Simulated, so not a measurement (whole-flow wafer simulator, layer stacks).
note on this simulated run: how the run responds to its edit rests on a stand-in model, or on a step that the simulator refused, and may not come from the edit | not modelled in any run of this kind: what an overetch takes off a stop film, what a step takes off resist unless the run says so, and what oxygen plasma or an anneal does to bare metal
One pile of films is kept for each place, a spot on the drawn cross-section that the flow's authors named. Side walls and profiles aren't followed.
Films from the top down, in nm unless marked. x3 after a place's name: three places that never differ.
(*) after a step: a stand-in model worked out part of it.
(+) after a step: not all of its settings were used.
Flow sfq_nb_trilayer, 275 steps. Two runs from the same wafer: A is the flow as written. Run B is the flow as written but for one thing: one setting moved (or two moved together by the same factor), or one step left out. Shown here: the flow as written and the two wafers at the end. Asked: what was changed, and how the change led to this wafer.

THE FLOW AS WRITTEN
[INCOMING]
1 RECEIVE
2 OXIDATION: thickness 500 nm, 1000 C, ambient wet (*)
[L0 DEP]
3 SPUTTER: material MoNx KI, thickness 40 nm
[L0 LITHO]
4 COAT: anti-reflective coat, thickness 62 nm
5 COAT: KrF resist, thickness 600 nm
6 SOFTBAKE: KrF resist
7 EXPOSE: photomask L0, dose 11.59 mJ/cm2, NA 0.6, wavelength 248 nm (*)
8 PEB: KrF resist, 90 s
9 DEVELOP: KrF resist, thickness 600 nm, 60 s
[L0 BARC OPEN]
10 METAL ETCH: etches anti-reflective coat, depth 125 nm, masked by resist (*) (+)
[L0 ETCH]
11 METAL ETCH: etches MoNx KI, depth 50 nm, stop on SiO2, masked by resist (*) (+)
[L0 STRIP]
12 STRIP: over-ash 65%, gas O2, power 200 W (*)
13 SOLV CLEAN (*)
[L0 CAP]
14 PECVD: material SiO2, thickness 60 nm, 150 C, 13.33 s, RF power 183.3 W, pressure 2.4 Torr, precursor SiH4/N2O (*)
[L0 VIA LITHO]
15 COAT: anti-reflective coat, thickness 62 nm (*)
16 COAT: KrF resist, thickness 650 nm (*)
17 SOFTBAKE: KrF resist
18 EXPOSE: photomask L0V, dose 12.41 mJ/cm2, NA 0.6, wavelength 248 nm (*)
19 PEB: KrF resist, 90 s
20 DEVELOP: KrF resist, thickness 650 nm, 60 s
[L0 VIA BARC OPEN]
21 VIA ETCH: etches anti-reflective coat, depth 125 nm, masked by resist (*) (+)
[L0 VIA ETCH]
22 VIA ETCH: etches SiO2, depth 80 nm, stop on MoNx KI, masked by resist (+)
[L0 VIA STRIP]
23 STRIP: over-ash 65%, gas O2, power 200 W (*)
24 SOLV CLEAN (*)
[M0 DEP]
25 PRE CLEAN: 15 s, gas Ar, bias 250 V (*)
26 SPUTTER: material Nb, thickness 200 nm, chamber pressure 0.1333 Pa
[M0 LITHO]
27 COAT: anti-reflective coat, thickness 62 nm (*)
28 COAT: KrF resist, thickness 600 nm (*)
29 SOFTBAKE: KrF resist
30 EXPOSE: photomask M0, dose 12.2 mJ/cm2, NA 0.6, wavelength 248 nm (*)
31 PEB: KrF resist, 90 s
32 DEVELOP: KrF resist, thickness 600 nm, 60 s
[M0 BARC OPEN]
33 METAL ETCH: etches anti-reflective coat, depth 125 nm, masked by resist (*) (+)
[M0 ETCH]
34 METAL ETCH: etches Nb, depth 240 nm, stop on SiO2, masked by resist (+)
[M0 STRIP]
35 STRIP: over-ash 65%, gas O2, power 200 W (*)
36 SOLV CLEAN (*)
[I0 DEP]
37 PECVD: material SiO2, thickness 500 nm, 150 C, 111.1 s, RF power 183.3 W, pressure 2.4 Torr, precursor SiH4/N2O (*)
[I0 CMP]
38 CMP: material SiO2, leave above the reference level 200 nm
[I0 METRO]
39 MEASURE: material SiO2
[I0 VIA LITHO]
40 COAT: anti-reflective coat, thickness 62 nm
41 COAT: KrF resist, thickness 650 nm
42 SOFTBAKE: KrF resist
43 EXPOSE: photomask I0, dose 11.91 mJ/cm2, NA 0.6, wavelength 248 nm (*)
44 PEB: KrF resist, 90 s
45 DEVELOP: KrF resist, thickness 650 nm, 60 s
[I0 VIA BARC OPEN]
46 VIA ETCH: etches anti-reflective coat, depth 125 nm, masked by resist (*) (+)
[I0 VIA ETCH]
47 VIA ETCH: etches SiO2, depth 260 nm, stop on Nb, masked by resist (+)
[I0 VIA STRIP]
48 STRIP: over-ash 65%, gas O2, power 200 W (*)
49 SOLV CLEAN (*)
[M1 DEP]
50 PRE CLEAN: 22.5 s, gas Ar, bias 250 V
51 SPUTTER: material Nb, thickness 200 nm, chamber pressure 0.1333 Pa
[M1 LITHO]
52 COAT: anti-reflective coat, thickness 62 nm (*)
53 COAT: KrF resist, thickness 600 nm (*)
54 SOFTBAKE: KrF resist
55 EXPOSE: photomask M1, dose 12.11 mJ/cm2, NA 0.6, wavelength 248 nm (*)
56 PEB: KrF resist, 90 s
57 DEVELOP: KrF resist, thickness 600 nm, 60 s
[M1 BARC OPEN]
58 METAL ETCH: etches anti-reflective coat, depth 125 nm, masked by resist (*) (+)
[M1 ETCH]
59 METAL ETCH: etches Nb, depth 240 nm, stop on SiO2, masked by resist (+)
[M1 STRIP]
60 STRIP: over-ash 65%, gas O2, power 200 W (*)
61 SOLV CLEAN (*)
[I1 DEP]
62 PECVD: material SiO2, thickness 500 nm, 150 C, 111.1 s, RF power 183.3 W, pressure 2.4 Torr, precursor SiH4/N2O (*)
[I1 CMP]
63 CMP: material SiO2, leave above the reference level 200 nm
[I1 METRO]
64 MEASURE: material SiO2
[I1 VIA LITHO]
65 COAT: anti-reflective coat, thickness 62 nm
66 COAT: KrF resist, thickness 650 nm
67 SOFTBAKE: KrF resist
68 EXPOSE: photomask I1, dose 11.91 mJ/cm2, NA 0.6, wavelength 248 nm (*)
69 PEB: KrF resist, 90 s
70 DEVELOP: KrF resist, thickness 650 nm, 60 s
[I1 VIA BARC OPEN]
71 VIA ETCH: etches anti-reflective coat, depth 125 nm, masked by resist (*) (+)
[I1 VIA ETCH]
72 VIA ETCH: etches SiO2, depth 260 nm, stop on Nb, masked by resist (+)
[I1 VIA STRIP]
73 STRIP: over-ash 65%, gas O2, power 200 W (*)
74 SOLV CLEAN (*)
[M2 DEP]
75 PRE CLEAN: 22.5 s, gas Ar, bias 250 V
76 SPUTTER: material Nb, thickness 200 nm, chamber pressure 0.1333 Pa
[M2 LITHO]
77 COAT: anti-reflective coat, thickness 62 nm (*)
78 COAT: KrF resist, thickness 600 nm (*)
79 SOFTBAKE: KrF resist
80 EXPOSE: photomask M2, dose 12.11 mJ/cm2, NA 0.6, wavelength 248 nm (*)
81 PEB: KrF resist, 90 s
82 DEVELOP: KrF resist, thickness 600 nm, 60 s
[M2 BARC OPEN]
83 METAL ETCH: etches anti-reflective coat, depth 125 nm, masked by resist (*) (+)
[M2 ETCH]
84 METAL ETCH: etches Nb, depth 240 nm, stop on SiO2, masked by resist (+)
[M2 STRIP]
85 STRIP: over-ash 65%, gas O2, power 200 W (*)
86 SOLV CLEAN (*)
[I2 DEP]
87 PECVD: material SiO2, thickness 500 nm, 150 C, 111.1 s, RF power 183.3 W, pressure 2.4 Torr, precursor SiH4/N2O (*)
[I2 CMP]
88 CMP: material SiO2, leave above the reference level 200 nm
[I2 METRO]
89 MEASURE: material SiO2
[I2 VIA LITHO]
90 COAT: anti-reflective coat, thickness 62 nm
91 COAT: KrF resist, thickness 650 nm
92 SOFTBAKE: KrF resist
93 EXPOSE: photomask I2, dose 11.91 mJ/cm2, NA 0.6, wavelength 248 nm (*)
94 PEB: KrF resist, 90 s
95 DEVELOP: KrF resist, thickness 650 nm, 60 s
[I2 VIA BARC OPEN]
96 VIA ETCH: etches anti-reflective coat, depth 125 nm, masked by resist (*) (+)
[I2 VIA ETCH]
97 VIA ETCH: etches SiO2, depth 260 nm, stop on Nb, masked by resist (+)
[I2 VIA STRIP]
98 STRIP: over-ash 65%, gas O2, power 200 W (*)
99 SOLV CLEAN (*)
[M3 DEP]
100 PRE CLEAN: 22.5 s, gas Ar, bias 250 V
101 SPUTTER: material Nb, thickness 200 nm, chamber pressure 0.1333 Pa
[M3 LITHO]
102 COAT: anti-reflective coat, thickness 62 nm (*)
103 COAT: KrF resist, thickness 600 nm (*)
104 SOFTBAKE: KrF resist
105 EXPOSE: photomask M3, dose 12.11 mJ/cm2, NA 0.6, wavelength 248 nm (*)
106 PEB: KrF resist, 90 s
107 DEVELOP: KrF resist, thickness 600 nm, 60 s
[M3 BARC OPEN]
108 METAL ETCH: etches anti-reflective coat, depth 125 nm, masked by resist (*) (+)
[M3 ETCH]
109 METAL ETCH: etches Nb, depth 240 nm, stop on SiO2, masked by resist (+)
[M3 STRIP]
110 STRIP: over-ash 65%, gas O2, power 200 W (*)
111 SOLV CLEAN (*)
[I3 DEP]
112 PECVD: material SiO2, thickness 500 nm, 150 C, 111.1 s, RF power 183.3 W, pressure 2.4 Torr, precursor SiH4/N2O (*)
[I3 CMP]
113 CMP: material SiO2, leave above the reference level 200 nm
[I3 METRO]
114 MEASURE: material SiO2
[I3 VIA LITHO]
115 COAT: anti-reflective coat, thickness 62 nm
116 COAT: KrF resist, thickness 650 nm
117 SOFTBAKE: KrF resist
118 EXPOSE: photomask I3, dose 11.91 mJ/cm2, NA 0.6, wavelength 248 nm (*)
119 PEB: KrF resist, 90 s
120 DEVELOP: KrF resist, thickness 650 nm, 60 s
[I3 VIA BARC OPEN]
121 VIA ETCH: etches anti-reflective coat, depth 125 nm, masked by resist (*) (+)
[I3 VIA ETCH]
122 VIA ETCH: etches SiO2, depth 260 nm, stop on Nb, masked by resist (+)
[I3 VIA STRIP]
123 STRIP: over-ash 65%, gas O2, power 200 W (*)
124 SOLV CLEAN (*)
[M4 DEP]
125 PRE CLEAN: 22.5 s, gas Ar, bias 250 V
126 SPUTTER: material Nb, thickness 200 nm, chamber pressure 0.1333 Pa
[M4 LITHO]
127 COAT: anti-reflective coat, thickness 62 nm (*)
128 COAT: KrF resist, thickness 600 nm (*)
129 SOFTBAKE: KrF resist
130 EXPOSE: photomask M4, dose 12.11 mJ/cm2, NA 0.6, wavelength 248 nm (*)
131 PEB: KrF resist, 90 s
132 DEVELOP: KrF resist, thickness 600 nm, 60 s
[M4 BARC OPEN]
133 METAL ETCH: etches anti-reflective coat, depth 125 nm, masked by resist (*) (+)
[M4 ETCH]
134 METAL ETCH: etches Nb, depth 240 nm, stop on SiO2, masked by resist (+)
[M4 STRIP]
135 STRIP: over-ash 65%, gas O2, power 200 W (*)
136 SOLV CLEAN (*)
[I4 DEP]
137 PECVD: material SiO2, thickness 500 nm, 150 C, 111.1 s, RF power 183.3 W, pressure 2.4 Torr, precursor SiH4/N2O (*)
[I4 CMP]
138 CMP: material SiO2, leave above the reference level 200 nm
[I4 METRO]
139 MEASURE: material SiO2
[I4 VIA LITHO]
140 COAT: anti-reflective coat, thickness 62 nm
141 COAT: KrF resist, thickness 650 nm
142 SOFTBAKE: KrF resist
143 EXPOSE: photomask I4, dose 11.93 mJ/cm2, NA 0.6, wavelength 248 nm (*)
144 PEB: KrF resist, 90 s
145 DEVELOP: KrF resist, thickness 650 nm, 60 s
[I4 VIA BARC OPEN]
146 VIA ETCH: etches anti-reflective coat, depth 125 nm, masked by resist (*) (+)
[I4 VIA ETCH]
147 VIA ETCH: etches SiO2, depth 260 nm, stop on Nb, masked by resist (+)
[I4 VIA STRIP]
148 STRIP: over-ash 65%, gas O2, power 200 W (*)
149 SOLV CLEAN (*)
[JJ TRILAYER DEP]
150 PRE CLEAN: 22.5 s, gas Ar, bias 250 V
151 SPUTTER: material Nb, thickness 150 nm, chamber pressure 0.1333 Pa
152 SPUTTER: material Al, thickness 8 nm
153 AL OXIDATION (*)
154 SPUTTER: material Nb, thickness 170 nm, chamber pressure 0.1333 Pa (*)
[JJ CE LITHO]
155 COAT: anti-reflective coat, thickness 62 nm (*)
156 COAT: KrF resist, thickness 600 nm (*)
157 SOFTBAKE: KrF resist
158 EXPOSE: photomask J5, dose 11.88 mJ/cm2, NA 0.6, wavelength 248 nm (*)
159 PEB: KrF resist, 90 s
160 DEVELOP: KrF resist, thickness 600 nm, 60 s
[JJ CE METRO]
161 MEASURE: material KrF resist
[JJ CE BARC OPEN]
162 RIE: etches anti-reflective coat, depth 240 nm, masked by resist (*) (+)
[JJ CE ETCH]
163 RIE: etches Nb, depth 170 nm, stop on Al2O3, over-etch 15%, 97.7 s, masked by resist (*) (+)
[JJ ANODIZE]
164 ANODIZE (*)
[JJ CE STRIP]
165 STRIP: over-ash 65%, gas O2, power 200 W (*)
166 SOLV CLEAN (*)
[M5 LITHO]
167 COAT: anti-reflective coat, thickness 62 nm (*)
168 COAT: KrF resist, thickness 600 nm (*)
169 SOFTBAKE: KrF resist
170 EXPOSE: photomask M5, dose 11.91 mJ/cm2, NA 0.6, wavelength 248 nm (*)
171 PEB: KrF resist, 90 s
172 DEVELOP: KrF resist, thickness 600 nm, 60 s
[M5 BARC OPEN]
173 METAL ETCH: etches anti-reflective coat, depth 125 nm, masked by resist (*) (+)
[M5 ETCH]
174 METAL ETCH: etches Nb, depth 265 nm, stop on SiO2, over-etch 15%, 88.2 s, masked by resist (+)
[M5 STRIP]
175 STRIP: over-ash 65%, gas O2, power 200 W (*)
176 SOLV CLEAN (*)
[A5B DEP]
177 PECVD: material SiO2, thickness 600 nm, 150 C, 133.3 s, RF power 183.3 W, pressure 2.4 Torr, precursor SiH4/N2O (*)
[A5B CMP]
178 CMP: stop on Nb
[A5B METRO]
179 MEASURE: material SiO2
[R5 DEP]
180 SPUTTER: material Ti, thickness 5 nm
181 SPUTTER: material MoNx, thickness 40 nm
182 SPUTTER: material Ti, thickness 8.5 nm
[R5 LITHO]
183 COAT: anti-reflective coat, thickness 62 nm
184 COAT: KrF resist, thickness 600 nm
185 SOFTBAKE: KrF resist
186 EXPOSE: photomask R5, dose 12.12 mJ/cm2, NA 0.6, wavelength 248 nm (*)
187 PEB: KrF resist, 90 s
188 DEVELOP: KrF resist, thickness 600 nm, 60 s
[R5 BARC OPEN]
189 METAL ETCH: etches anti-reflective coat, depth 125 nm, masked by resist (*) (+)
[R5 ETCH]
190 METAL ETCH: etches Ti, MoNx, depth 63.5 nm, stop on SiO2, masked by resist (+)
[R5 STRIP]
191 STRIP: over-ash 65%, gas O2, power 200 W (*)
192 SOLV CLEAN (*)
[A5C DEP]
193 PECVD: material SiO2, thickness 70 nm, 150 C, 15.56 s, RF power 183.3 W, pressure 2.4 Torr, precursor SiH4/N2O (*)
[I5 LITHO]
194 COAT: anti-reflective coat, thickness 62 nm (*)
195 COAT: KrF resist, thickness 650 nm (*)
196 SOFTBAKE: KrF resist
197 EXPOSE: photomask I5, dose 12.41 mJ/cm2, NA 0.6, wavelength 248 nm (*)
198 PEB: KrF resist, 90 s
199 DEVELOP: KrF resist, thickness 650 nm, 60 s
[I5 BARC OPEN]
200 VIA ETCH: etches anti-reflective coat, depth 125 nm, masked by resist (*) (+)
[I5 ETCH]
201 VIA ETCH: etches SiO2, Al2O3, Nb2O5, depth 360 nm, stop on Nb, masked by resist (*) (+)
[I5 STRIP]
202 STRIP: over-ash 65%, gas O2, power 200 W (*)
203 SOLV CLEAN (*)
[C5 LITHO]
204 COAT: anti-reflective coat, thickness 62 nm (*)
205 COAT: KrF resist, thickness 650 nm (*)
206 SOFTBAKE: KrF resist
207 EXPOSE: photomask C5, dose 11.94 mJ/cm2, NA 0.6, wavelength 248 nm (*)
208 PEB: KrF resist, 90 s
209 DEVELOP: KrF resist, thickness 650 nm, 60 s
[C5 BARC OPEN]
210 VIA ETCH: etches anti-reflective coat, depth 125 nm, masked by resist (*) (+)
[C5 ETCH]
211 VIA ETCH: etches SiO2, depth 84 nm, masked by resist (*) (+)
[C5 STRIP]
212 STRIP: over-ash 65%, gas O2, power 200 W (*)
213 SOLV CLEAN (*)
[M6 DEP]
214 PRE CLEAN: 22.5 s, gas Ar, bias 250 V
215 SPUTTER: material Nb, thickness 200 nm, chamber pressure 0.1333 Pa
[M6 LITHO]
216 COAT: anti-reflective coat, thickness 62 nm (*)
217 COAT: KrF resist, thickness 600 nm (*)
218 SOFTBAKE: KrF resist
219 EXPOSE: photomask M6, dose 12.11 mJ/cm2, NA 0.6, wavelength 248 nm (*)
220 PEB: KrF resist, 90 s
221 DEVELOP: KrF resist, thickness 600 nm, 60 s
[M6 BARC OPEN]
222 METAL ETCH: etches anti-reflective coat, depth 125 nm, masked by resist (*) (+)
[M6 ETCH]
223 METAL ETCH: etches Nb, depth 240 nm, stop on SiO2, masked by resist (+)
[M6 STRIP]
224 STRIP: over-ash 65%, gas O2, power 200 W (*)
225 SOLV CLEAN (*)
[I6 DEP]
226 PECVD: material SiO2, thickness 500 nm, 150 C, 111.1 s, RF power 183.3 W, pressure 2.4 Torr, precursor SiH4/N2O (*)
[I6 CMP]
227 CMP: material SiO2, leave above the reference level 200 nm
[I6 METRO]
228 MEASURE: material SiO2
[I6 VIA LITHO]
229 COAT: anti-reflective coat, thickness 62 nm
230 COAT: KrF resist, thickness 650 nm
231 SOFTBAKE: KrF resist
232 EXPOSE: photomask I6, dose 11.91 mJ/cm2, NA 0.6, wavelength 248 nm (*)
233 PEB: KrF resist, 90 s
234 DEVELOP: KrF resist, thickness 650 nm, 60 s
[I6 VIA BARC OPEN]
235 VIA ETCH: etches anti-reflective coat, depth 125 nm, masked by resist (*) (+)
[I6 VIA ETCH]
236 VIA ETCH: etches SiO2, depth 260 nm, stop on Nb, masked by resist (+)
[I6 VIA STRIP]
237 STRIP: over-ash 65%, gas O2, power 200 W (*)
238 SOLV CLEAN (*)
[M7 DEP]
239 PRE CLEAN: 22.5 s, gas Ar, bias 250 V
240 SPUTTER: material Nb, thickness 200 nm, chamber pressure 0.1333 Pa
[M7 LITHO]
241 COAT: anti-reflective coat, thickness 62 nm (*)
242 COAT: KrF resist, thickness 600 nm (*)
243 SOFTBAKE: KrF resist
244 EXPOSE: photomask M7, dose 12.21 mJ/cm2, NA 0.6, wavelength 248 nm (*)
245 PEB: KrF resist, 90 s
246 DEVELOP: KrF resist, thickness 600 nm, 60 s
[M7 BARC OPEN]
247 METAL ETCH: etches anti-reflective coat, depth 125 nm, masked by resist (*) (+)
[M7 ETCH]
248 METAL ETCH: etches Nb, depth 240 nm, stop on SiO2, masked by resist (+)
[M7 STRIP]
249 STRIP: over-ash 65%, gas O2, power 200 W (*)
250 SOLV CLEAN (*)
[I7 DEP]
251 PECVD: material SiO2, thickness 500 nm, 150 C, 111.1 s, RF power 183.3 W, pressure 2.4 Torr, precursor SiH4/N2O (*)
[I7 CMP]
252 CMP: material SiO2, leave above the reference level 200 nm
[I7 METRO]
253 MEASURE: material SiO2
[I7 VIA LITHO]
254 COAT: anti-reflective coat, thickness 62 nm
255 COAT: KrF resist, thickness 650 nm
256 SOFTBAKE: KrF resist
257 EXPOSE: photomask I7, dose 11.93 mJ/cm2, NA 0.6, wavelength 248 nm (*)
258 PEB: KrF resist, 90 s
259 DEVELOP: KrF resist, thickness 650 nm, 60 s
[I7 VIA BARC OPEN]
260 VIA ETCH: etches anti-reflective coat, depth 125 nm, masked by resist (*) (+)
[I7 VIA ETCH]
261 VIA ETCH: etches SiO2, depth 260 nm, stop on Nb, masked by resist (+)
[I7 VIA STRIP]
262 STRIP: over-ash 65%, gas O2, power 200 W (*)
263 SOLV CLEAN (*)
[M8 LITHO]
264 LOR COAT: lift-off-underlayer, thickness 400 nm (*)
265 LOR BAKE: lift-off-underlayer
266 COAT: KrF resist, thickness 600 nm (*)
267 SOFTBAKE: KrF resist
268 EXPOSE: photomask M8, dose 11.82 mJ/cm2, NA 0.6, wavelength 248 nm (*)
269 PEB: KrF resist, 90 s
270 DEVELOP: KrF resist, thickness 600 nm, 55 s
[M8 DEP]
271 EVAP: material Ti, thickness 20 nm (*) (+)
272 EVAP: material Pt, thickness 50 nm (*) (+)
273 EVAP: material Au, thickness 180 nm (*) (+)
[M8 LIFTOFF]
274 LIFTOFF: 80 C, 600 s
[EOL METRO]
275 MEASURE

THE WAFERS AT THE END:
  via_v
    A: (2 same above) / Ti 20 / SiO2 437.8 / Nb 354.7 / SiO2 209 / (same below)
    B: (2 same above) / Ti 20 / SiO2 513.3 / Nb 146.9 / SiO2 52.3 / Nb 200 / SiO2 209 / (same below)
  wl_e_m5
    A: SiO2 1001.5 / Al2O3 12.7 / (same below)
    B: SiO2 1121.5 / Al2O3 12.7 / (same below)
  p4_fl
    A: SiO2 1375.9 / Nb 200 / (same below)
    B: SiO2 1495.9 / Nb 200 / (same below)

The cause: step 227, CMP: leave above the reference level 320 nm was run, where the flow has leave above the reference level 200 nm.

How the change led to this, step by step:
  227 CMP: material SiO2, leave above the reference level 200 nm
      field_l, p4_fl, p4_fm and 59 more: A SiO2 -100 | B nothing
      moat, field_r, lsp_l, ln_m5, lsp_m: A SiO2 -93.6 | B nothing
      (and at 39 more places)
  229 COAT: anti-reflective coat, thickness 62 nm
      via_wl, via_w, r_sur, wl_a_sl: A anti-reflective coat +62 (new film) | B anti-reflective coat +60.7 (new film)
      m0r_space_l, m0r_space_r, m7r_space_l, m7r_space_r: A anti-reflective coat +62 (new film) | B anti-reflective coat +65 (new film)
      (and at 29 more places)
  236 VIA ETCH: etches SiO2, depth 260 nm, stop on Nb, masked by resist (+)
      via_v: A SiO2 -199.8 (all of it) | B SiO2 -260
  237 STRIP: over-ash 65%, gas O2, power 200 W (*)
      m0r_space_l, m0r_space_r, m7r_space_l, m7r_space_r: A KrF resist -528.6 (all of it), anti-reflective coat -62 (all of it) | B KrF resist -531.5 (all of it), anti-reflective coat -65 (all of it)
      m5r_space_l, m5r_space_r: A KrF resist -528.6 (all of it), anti-reflective coat -62 (all of it) | B KrF resist -531.5 (all of it), anti-reflective coat -63.8 (all of it)
      (and at 31 more places)
  239 PRE CLEAN: 22.5 s, gas Ar, bias 250 V
      via_v: A Nb -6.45 | B SiO2 -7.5
  240 SPUTTER: material Nb, thickness 200 nm, chamber pressure 0.1333 Pa
      via_v: A Nb +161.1 | B Nb +146.9 (new film)
  241 COAT: anti-reflective coat, thickness 62 nm (*)
      wl_c_sl, wl_f_sr, m0r_space_l, m0r_space_r, m7r_space_l, m7r_space_r: A anti-reflective coat +62 (new film) | B anti-reflective coat +64.6 (new film)
      wl_j_sl, wl_jj, wl_j_sr, wl_a_sl: A anti-reflective coat +62 (new film) | B anti-reflective coat +60.7 (new film)
      (and at 42 more places)
  242 COAT: KrF resist, thickness 600 nm (*)
      via_v: A KrF resist +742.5 (new film) | B KrF resist +798.2 (new film)
  247 METAL ETCH: etches anti-reflective coat, depth 125 nm, masked by resist (*) (+)
      wl_c_sl, m0r_space_l, m0r_space_r, m7r_space_l, m7r_space_r: A anti-reflective coat -62 (all of it) | B anti-reflective coat -64.6 (all of it)
      m5r_space_l, m5r_space_r: A anti-reflective coat -62 (all of it) | B anti-reflective coat -63.4 (all of it)
      (and at 13 more places)
  249 STRIP: over-ash 65%, gas O2, power 200 W (*)
      v_sur: A KrF resist -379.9 (all of it), anti-reflective coat -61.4 (all of it) | B KrF resist -373.1 (all of it), anti-reflective coat -56.4 (all of it)
      via_wl: A KrF resist -379.3 (all of it), anti-reflective coat -61.3 (all of it) | B KrF resist -370.6 (all of it), anti-reflective coat -59.4 (all of it)
      (and at 31 more places)
  251 PECVD: material SiO2, thickness 500 nm, 150 C, 111.1 s, RF power 183.3 W, pressure 2.4 Torr, precursor SiH4/N2O (*)
      via_v: A SiO2 +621 (new film) | B SiO2 +670.3 (new film)
  252 CMP: material SiO2, leave above the reference level 200 nm
      field_l, p4_fl, p4_fm and 46 more: A SiO2 -100 | B SiO2 -80
      wl_a_sr, wl_b_sl, wl_b_m5 and 8 more: A SiO2 -300 | B SiO2 -280
      (and at 11 more places)
Counting metal films that touch as one body, via_v has 7 bodies (between them, from the top down: SiO2 513.3; SiO2 52.3; SiO2 209 / Al2O3 12.7 / Nb2O5 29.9; SiO2 425.9; SiO2 416.9; SiO2 192.5); the flow as written gives 6 bodies (between them, from the top down: SiO2 437.8; SiO2 209 / Al2O3 12.7 / Nb2O5 29.9; SiO2 425.9; SiO2 416.9; SiO2 192.5).
